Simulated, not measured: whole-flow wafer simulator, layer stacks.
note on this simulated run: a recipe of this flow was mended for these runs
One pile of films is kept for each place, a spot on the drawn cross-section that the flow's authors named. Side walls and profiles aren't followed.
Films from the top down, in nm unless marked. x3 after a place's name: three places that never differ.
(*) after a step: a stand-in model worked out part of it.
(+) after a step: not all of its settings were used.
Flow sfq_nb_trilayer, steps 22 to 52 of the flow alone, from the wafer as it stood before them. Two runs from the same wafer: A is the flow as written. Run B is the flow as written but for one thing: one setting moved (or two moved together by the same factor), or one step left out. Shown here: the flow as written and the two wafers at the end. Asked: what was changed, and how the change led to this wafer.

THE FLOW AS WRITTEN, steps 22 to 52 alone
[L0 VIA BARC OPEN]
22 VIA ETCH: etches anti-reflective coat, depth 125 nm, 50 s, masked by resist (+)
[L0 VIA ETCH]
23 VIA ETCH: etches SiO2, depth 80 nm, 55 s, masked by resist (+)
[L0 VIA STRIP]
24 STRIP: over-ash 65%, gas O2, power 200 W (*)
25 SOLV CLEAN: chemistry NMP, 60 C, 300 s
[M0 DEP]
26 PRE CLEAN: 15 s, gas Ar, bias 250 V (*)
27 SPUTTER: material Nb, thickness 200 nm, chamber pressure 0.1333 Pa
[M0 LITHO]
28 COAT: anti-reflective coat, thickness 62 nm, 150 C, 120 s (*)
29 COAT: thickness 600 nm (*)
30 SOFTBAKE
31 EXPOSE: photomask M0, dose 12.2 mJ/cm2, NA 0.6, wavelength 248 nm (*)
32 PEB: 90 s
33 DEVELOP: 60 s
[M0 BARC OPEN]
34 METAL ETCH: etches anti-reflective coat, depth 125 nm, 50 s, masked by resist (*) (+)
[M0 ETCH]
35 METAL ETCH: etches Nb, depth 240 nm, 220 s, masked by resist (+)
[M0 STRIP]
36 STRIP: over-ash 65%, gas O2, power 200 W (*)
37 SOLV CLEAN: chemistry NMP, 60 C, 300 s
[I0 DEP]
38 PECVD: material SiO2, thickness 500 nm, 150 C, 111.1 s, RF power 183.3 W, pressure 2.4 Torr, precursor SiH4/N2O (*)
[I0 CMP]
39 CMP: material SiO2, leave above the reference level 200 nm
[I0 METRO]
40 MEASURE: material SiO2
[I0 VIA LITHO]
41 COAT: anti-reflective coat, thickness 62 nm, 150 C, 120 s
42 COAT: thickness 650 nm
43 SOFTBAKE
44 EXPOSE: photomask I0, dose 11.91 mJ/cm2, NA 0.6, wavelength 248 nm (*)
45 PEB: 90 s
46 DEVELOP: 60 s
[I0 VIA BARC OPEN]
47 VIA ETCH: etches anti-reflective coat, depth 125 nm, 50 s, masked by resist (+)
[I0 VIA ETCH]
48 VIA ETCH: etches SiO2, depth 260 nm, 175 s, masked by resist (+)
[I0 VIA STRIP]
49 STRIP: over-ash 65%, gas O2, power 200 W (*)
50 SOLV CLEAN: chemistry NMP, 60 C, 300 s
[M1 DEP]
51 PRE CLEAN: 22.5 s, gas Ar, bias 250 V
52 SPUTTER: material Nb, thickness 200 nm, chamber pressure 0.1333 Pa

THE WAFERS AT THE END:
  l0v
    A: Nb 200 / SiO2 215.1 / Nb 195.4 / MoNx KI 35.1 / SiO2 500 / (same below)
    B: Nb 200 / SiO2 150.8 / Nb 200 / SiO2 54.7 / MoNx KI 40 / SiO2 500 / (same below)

The cause: step 23, VIA ETCH: etches SiO2, depth 80 nm, 55 s, masked by resist (+), was left out.

How the change led to this, step by step:
  24 STRIP: over-ash 65%, gas O2, power 200 W (*)
      p4_fl x71, m0r_space_l x2: A KrF-resist-other-grade -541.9 (all of it), anti-reflective coat -62 (all of it) | B KrF-resist-other-grade -555.7 (all of it), anti-reflective coat -62 (all of it)
      gap, jj_sur, ce_l, r_sur, res: A KrF-resist-other-grade -547.9 (all of it), anti-reflective coat -63.8 (all of it) | B KrF-resist-other-grade -561.7 (all of it), anti-reflective coat -63.8 (all of it)
      (and at 27 more places)
  26 PRE CLEAN: 15 s, gas Ar, bias 250 V (*)
      l0v: A MoNx KI -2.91 | B SiO2 -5
  27 SPUTTER: material Nb, thickness 200 nm, chamber pressure 0.1333 Pa
      l0v: A Nb +195.4 (new film) | B Nb +200 (new film)
  28 COAT: anti-reflective coat, thickness 62 nm, 150 C, 120 s (*)
      lsp_m: A anti-reflective coat +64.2 (new film) | B anti-reflective coat +62.7 (new film)
      ln_m6: A anti-reflective coat +67.9 (new film) | B anti-reflective coat +65.2 (new film)
      (and at 3 more places)
  29 COAT: thickness 600 nm (*)
      l0v: A KrF-resist-other-grade +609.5 (new film) | B KrF-resist-other-grade +589 (new film)
  36 STRIP: over-ash 65%, gas O2, power 200 W (*)
      lsp_m: A KrF-resist-other-grade -371.9 (all of it), anti-reflective coat -64.2 (all of it) | B KrF-resist-other-grade -373.8 (all of it), anti-reflective coat -62.7 (all of it)
      ln_m6: A KrF-resist-other-grade -369.9 (all of it), anti-reflective coat -67.9 (all of it) | B KrF-resist-other-grade -374.1 (all of it), anti-reflective coat -65.2 (all of it)
      (and at 3 more places)
  39 CMP: material SiO2, leave above the reference level 200 nm
      l0v: A SiO2 -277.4 | B SiO2 -341.7
Counting metal films that touch as one body, l0v has 3 bodies (between them, from the top down: SiO2 150.8; SiO2 54.7); the flow as written gives 2 bodies (between them, from the top down: SiO2 215.1).
